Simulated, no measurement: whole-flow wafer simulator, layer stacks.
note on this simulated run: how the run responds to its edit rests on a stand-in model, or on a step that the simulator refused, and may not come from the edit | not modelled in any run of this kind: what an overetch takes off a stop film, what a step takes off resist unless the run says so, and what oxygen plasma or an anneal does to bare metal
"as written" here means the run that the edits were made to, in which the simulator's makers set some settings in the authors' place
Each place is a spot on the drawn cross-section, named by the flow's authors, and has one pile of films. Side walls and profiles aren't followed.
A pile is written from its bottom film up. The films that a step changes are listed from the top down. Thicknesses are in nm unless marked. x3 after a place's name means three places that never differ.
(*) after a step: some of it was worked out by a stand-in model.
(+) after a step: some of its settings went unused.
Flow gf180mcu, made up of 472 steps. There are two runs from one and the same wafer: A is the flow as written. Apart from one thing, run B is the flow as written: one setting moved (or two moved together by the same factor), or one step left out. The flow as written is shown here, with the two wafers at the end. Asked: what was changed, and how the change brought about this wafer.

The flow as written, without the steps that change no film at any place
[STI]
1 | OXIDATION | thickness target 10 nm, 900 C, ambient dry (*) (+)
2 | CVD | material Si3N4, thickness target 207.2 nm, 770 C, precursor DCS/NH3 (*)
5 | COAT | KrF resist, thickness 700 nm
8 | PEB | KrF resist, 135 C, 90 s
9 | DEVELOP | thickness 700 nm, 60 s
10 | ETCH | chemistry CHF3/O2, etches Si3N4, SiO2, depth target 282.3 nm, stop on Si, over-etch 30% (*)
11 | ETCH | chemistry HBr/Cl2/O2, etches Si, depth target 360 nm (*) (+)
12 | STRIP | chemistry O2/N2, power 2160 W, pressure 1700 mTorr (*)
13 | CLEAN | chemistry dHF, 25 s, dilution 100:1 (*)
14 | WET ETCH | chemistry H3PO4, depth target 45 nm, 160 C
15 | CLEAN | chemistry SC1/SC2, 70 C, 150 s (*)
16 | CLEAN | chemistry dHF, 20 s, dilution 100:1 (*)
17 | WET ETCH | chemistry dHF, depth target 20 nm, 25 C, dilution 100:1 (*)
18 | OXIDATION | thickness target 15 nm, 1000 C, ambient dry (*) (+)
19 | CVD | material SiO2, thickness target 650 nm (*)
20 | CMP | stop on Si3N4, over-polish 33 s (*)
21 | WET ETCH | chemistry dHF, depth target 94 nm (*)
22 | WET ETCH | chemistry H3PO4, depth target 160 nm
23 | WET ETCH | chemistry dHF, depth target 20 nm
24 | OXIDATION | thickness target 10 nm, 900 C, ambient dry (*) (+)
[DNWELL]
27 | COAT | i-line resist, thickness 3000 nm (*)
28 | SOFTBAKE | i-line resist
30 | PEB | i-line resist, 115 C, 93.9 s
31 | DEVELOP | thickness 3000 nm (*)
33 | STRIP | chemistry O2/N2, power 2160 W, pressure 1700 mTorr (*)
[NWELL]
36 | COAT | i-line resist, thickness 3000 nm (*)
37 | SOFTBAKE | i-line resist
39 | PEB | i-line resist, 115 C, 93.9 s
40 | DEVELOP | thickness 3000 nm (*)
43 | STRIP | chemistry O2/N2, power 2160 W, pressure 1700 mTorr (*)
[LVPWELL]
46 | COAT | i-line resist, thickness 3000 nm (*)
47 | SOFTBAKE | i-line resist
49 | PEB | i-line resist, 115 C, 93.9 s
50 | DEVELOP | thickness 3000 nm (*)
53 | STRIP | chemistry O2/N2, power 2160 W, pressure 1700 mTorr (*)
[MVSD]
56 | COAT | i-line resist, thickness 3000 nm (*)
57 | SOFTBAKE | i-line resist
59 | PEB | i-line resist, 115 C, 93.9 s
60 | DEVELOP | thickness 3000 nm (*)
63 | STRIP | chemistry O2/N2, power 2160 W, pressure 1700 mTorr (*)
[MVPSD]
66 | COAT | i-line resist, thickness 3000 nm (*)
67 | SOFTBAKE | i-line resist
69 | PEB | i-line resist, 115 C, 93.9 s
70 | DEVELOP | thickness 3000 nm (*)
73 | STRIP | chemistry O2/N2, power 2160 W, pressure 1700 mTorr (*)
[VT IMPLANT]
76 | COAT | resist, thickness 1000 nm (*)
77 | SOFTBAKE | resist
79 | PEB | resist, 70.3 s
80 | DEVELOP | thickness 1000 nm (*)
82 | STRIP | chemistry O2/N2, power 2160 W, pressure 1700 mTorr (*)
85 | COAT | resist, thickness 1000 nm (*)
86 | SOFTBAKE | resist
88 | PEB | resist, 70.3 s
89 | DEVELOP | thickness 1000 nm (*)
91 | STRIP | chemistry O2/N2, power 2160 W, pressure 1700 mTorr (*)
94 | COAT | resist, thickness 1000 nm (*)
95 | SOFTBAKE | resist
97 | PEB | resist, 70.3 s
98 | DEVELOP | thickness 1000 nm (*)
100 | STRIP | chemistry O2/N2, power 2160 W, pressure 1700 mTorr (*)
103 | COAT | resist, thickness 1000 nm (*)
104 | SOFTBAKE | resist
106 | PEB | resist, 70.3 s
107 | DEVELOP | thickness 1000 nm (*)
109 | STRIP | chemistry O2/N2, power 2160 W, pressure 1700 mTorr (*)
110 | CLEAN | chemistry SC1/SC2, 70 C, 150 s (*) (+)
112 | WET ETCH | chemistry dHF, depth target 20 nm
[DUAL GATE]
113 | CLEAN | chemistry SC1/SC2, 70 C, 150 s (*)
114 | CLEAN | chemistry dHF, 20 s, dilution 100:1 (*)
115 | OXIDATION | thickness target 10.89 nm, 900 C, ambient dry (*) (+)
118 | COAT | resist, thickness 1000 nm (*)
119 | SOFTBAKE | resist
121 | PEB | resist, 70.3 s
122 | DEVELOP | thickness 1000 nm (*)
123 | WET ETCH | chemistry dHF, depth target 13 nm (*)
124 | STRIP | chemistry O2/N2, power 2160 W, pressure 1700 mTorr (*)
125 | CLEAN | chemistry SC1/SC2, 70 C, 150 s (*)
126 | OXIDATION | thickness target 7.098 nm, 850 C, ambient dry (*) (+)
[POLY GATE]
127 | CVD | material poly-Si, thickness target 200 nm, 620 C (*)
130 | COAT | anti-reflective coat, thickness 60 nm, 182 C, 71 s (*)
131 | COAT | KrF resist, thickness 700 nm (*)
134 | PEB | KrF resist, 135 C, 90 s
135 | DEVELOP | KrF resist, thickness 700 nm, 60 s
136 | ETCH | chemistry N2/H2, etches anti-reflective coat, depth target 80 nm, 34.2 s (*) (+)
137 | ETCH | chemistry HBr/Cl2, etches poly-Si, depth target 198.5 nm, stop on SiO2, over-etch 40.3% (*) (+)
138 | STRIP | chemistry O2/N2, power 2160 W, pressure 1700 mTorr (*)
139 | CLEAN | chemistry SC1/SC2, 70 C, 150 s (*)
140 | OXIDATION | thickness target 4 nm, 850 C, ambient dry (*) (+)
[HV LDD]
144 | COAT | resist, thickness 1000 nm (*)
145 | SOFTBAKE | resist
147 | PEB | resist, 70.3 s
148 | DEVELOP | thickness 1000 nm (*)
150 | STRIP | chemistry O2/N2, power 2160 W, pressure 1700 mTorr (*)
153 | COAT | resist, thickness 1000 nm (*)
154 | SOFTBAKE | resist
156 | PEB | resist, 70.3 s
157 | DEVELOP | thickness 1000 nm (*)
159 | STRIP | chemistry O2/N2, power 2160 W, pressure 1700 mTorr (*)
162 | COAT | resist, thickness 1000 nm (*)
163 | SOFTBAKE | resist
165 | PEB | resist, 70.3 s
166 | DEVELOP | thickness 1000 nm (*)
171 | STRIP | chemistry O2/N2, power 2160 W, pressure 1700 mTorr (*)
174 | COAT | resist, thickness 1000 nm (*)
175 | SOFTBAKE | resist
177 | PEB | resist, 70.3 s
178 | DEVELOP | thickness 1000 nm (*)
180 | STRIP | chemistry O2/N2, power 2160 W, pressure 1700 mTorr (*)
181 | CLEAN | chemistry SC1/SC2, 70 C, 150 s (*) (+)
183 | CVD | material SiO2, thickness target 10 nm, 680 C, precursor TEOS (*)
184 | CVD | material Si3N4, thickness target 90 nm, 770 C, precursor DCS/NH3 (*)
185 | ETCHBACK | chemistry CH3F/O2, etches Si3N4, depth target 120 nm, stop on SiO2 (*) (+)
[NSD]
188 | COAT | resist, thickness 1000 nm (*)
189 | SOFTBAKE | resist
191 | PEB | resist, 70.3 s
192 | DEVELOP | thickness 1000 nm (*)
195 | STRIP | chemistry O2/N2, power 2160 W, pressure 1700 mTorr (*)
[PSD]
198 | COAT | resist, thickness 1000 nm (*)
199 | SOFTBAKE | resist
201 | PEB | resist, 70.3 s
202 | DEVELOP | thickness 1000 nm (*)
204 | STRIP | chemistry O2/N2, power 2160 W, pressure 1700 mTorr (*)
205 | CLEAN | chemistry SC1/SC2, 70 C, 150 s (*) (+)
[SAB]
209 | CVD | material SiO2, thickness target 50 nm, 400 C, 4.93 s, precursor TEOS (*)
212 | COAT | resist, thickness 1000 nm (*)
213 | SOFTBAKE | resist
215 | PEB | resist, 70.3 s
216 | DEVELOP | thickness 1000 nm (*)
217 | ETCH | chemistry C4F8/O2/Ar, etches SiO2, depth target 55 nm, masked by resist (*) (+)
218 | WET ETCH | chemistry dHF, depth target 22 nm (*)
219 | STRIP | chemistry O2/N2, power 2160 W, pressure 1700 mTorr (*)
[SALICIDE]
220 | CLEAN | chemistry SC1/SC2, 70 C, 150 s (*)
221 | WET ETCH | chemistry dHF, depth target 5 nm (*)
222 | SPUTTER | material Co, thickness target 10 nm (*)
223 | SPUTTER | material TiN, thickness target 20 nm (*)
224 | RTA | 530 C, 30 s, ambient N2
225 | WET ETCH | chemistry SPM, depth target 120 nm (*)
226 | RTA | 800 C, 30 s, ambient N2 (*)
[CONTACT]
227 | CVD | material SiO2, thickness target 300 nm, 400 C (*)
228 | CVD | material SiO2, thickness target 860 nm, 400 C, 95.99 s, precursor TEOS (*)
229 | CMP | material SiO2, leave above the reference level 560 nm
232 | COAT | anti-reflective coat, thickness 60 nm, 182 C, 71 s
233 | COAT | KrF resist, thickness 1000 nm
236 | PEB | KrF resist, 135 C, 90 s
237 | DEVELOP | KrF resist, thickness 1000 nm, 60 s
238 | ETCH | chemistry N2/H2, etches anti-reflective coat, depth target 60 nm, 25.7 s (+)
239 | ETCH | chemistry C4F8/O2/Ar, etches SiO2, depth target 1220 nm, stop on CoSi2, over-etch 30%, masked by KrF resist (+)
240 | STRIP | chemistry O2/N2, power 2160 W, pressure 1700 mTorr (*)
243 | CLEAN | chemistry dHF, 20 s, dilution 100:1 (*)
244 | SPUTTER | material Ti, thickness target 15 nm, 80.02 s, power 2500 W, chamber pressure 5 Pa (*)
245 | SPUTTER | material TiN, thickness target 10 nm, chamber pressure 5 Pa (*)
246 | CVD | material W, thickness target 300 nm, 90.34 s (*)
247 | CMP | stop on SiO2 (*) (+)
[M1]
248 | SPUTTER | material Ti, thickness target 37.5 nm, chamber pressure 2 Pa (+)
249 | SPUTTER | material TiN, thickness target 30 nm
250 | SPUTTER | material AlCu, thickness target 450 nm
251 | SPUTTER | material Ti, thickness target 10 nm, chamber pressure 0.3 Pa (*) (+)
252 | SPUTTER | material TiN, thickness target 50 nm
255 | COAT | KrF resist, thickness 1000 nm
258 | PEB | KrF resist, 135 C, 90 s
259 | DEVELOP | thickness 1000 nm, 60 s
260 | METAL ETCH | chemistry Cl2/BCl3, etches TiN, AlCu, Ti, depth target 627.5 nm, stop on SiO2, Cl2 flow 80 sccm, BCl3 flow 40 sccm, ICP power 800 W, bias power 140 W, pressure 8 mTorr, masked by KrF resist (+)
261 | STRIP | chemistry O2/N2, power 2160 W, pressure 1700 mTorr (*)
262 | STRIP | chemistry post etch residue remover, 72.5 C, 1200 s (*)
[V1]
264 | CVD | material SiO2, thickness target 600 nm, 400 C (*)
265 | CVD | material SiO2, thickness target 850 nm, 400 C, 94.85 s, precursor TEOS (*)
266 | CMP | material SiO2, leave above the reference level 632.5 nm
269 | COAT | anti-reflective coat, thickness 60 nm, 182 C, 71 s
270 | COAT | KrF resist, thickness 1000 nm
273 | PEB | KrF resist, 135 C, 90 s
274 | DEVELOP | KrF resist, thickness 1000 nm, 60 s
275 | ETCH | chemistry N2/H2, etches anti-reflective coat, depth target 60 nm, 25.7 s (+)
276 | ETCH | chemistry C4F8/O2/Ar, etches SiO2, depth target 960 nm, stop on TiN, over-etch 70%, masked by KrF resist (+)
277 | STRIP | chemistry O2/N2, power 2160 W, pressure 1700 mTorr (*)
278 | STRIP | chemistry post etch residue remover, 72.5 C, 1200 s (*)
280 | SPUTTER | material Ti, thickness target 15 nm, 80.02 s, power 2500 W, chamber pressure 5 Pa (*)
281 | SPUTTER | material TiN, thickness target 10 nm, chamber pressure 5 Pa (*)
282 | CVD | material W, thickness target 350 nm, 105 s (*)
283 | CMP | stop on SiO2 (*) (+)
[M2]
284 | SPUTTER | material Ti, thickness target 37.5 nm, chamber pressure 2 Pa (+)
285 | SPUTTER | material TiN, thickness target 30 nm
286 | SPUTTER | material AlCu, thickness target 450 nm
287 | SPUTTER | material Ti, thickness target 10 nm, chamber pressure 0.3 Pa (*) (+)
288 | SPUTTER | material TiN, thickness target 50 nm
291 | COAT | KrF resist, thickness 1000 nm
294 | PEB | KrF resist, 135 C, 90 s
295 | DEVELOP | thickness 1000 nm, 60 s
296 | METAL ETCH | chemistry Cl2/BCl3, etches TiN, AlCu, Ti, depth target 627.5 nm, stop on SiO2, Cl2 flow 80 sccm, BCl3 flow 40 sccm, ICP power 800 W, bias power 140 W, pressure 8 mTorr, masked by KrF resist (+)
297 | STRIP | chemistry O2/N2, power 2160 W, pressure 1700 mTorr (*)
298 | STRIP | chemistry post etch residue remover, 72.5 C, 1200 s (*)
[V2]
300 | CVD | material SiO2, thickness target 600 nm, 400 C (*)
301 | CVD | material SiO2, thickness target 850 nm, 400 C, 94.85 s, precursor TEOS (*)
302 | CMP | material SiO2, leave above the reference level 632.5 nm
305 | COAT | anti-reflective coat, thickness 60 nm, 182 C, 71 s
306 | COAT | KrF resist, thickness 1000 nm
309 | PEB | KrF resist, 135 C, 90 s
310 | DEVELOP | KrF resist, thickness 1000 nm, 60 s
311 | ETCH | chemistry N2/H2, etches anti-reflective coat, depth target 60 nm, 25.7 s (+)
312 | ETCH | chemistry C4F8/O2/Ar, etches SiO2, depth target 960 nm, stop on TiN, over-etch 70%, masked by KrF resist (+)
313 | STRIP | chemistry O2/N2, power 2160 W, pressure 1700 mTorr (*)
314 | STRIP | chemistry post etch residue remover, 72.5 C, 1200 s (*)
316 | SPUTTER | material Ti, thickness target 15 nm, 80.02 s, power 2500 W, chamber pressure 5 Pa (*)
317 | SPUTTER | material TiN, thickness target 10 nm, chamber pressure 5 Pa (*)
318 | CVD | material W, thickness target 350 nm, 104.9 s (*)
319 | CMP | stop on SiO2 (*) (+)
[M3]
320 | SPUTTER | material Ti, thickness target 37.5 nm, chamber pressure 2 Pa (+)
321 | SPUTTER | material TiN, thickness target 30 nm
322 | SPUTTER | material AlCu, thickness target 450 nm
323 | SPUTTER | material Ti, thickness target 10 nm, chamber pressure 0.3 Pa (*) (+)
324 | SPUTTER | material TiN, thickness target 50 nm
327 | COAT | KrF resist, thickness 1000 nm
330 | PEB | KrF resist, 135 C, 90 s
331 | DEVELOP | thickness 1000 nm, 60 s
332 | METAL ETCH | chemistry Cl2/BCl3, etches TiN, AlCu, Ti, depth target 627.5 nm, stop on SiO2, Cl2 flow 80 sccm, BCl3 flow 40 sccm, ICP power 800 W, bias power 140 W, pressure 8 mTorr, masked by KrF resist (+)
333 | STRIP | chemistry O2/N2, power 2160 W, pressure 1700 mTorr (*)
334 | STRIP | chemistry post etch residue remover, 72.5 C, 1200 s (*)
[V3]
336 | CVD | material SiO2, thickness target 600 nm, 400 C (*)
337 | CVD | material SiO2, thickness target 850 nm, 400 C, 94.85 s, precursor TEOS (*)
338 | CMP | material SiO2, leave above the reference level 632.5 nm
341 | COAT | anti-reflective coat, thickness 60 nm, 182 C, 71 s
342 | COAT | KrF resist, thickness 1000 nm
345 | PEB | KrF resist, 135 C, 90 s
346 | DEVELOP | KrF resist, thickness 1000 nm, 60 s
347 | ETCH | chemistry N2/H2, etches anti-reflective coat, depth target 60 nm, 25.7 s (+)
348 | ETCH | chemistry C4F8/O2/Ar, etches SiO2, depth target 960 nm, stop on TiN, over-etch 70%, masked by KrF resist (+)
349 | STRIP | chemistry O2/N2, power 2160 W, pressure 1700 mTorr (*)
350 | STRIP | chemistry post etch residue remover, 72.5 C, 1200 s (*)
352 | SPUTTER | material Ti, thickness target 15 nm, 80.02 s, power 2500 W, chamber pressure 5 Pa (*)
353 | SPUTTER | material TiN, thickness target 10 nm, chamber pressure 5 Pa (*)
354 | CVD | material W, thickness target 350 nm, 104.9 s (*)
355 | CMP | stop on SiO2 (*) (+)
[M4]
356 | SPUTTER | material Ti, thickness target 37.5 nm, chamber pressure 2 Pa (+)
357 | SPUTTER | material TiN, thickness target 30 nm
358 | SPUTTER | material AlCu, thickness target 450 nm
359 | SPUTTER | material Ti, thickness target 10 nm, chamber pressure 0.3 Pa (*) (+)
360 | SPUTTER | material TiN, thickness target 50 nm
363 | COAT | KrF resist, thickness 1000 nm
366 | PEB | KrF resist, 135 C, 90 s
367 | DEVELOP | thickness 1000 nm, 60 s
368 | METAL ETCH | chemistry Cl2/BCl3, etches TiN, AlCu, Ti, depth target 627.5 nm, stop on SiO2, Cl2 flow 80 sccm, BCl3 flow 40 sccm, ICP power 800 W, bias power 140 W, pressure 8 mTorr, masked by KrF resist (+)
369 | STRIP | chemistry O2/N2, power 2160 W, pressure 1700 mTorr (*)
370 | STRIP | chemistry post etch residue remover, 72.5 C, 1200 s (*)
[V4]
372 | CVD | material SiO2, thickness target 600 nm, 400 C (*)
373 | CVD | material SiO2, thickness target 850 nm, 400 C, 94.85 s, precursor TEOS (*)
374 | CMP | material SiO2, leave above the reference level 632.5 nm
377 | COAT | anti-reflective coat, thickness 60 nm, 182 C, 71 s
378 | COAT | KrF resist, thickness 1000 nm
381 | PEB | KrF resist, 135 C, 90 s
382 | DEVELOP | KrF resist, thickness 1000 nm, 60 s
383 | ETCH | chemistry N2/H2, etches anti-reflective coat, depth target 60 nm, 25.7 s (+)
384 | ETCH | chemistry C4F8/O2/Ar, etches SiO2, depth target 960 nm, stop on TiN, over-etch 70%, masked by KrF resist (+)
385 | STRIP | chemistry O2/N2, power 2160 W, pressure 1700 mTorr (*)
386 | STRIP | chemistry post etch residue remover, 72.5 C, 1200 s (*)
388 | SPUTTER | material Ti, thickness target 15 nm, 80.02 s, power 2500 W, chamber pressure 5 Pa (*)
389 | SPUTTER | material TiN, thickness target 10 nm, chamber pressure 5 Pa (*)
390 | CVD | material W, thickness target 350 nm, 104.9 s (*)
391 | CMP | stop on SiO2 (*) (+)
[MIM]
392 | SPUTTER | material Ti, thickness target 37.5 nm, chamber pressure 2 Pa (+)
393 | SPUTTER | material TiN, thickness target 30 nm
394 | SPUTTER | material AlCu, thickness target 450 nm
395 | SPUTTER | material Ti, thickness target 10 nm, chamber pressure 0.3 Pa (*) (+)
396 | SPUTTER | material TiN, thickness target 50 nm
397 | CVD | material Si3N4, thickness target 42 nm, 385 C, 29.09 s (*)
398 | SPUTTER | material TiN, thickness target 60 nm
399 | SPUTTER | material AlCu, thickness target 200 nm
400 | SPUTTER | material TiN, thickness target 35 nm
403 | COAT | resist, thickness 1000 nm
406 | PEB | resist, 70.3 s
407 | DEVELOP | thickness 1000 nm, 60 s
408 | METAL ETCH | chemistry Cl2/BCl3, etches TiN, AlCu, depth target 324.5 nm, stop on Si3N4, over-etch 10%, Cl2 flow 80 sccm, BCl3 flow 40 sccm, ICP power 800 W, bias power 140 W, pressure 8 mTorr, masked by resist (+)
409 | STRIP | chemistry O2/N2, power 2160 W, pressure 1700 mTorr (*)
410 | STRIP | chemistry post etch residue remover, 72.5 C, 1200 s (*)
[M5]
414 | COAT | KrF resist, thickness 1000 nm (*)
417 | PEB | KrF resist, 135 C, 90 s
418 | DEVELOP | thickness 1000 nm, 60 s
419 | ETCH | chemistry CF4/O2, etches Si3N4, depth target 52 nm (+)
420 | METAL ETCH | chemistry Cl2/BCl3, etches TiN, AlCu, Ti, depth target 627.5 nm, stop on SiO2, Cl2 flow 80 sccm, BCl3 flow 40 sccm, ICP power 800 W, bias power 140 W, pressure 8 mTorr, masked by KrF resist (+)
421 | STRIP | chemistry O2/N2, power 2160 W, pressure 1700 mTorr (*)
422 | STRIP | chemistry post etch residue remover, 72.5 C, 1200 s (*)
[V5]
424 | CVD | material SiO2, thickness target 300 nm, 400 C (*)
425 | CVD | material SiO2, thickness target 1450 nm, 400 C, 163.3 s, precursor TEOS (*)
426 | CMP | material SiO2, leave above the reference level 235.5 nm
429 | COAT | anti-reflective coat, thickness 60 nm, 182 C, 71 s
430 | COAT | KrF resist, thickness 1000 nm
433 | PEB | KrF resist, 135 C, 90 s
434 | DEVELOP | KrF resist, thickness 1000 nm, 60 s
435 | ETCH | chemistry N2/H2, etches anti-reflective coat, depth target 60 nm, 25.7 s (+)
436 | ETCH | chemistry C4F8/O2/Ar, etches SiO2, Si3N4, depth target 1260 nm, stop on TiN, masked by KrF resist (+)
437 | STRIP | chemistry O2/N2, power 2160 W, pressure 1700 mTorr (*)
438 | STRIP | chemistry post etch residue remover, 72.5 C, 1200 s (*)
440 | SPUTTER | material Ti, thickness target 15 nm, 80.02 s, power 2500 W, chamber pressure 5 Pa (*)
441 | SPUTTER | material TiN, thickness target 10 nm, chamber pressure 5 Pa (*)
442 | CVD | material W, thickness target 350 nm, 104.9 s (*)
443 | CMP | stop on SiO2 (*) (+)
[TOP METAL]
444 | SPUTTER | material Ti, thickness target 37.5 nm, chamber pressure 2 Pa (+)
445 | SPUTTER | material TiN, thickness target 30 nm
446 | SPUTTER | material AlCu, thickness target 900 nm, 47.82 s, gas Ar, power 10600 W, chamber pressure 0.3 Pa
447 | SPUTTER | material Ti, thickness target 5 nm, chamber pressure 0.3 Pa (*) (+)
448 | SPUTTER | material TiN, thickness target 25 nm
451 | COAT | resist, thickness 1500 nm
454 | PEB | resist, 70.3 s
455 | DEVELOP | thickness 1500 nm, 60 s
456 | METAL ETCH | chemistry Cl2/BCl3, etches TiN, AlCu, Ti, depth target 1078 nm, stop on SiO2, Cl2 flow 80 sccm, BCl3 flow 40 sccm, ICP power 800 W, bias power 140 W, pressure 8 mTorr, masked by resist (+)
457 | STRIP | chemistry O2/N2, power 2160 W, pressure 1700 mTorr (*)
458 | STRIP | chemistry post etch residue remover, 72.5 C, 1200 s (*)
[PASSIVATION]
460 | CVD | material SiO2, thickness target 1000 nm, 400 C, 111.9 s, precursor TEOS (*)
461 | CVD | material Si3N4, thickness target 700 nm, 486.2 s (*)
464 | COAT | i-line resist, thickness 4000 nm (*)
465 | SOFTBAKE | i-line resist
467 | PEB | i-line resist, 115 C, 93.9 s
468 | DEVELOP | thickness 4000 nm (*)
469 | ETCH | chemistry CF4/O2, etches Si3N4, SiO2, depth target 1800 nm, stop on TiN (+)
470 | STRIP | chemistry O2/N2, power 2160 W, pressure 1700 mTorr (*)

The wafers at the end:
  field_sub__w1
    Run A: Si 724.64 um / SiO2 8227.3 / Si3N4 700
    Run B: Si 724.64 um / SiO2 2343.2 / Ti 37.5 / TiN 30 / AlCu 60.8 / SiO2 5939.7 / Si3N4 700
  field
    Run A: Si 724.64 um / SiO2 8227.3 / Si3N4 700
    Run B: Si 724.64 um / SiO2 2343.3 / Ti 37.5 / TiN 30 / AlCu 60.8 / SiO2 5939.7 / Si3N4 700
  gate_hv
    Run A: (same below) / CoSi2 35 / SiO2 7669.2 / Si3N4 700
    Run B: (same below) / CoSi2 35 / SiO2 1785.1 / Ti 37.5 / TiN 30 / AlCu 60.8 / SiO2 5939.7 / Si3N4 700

The reason: step 286, SPUTTER: thickness target 634 nm was run, whereas the flow has thickness target 450 nm.

How this came from the change, step by step:
  286 | SPUTTER | material AlCu, thickness target 450 nm
      field, field__w1, field__w2 and 108 more: A AlCu gains 450 (new film) | B AlCu gains 634 (new film)
  296 | METAL ETCH | chemistry Cl2/BCl3, etches TiN, AlCu, Ti, depth target 627.5 nm, stop on SiO2, Cl2 flow 80 sccm, BCl3 flow 40 sccm, ICP power 800 W, bias power 140 W, pressure 8 mTorr, masked by KrF resist (+)
      field, field__w1, field__w2 and 103 more: A TiN loses 50 (all of it), Ti loses 10 (all of it), AlCu loses 450 (all of it), TiN loses 30 (all of it), Ti loses 37.5 (all of it) | B TiN loses 50 (all of it), Ti loses 10 (all of it), AlCu loses 567.5
  298 | STRIP | chemistry post etch residue remover, 72.5 C, 1200 s (*)
      field, field__w1, field__w2 and 103 more: A nothing | B AlCu loses 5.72
  300 | CVD | material SiO2, thickness target 600 nm, 400 C (*)
      field, field__w1, field__w2 and 103 more: A SiO2 gains 600 | B SiO2 gains 600 (new film)
  302 | CMP | material SiO2, leave above the reference level 632.5 nm
      field, field__w1, field__w2 and 103 more: A SiO2 loses 300 | B SiO2 loses 244.3
Taking metal films that touch as one body, field_sub__w1 has 1 body; the flow as written gives 0 bodies.
Taking metal films that touch as one body, field has 1 body; the flow as written gives 0 bodies.
Taking metal films that touch as one body, gate_hv has 2 bodies (between them, from the top down: SiO2 1785.1); the flow as written gives 1 body.
